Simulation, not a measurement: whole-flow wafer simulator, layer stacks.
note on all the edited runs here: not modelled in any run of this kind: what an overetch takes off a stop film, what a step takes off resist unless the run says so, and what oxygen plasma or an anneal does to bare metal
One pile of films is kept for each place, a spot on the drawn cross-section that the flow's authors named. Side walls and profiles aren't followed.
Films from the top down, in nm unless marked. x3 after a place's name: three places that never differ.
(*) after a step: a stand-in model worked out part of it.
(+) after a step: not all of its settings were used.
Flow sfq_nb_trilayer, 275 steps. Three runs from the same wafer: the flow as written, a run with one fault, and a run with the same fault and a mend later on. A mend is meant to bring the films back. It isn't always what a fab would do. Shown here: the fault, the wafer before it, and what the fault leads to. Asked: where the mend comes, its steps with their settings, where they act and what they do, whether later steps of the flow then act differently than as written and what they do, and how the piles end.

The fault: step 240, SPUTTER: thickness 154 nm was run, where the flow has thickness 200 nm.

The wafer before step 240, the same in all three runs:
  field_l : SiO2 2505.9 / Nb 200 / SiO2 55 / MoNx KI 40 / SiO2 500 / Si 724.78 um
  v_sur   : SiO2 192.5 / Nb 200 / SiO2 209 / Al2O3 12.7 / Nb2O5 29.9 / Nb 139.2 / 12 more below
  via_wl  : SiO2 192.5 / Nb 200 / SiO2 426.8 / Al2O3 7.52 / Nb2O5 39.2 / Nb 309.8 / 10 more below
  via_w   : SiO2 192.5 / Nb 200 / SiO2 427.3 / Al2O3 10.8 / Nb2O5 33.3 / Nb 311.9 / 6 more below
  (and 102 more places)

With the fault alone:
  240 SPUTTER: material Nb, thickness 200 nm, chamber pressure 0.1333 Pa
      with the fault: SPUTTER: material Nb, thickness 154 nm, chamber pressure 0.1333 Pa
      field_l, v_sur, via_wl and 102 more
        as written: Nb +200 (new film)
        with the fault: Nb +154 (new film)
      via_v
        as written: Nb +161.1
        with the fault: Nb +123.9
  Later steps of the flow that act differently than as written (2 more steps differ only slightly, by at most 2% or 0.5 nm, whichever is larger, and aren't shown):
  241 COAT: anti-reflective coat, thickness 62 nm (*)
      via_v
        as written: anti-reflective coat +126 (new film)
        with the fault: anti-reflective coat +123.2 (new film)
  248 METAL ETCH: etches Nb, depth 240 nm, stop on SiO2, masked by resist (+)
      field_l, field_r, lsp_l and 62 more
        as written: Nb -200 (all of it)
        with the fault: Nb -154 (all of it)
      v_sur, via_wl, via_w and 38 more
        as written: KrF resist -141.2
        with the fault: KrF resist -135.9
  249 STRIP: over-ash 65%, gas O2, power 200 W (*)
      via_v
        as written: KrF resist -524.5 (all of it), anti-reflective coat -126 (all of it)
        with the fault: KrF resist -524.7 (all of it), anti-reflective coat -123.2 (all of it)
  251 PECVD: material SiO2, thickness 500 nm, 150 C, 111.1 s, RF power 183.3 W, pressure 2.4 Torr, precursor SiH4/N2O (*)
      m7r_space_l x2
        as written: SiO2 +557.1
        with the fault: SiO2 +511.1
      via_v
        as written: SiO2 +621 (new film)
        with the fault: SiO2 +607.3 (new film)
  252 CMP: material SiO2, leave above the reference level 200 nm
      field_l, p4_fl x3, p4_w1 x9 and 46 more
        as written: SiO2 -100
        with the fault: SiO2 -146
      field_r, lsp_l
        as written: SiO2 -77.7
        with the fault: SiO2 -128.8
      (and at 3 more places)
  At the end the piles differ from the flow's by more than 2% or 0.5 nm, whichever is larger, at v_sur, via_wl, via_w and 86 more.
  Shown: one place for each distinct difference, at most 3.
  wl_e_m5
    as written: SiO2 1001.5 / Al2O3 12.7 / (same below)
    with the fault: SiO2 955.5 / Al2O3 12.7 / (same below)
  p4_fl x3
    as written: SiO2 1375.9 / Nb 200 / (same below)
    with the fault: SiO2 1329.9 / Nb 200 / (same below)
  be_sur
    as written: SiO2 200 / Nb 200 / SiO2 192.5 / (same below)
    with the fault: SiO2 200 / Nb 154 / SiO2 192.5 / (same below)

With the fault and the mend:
  The mend comes after step 246.
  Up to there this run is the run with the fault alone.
  246a STRIP: over-ash 65%, gas O2, power 200 W (*)
      p4_fl x3, p4_w1 x9, p4_g1 x2 and 46 more
        anti-reflective coat -62 (all of it)
      wl_j_sl, wl_jj, wl_j_sr and 14 more
        KrF resist -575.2 (all of it), anti-reflective coat -62 (all of it)
      field_r, lsp_l, l0_sur, l0v
        anti-reflective coat -61.8 (all of it)
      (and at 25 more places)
  246b SPUTTER: material Nb, thickness 46 nm, chamber pressure 0.1333 Pa (the flow's step 240 once more, with other settings)
      field_l, v_sur, via_wl and 102 more
        Nb +46
      via_v
        Nb +33.9
  246c COAT: anti-reflective coat, thickness 62 nm (*) (the flow's step 241 once more)
      p4_fl x3, p4_w1 x9, p4_g1 x2 and 63 more
        anti-reflective coat +62 (new film)
      moat, field_r, lsp_l and 6 more
        anti-reflective coat +61.8 (new film)
      be_r, r_sur, res, r_end
        anti-reflective coat +61.7 (new film)
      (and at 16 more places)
  246d COAT: KrF resist, thickness 600 nm (*) (the flow's step 242 once more)
      p4_fl x3, p4_w1 x9, p4_g1 x2 and 63 more
        KrF resist +600 (new film)
      field_r, lsp_l, ln_m5, lsp_m, ln_m6, l0v
        KrF resist +599.5 (new film)
      r_end, moat
        KrF resist +599.4 (new film)
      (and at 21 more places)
  246e SOFTBAKE: KrF resist (the flow's step 243 once more)
      changes no film at any place that is followed
  246f EXPOSE: photomask M7, dose 12.21 mJ/cm2, NA 0.6, wavelength 248 nm (*) (the flow's step 244 once more)
      changes no film at any place that is followed
  246g PEB: KrF resist, 90 s (the flow's step 245 once more)
      field_l, v_sur, via_wl and 97 more
        KrF resist -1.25
      via_w, via_wr, wire, be
        KrF resist -1.24
      via_sp
        KrF resist -1.23
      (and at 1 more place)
  246h DEVELOP: KrF resist, thickness 600 nm, 60 s (the flow's step 246 once more)
      p4_fl x3, p4_w1 x9, p4_g1 x2 and 46 more
        KrF resist -598.7 (all of it)
      v_sur, via_wl, via_w and 38 more
        KrF resist -23.5
      field_r, lsp_l
        KrF resist -598.2 (all of it)
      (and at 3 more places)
  No later step of the flow acts differently than as written, at any place that is followed, by more than 2% or 0.5 nm, whichever is larger.
  At the end the piles differ from the flow's only slightly at the places that both follow, by at most 2% or 0.5 nm, whichever is larger.
